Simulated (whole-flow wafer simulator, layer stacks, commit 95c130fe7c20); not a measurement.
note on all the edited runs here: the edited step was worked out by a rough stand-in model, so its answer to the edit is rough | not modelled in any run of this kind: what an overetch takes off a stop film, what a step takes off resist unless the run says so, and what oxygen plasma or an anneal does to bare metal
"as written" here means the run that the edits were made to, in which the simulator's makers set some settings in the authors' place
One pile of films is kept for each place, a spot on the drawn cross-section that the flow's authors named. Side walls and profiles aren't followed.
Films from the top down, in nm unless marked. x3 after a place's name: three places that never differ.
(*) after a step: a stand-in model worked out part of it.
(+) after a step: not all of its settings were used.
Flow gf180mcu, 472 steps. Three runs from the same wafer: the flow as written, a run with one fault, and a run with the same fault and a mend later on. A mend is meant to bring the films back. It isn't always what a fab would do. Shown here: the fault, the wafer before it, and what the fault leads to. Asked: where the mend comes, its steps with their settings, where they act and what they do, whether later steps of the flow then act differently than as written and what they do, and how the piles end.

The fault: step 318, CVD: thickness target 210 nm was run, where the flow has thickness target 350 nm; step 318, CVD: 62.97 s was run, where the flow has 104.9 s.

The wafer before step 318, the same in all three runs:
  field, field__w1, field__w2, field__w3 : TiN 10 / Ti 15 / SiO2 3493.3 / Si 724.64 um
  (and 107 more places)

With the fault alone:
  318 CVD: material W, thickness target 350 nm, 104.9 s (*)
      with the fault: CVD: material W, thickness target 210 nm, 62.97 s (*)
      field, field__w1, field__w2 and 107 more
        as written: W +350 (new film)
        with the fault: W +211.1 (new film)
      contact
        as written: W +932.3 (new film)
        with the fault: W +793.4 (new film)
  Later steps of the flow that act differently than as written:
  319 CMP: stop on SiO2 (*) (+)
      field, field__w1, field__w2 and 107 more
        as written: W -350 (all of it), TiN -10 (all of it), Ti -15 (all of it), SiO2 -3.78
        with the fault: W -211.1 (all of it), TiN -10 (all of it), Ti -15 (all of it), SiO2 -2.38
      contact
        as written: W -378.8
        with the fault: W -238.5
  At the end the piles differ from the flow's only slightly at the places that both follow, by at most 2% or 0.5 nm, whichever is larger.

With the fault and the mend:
  The mend comes after step 318.
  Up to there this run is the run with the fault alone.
  318a CVD: material W, thickness target 140 nm, 41.98 s (the flow's step 318 once more, with other settings)
      field, field__w1, field__w2 and 108 more
        W +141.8
  No later step of the flow acts differently than as written, at any place that is followed, by more than 2% or 0.5 nm, whichever is larger.
  At the end the piles differ from the flow's only slightly at the places that both follow, by at most 2% or 0.5 nm, whichever is larger.
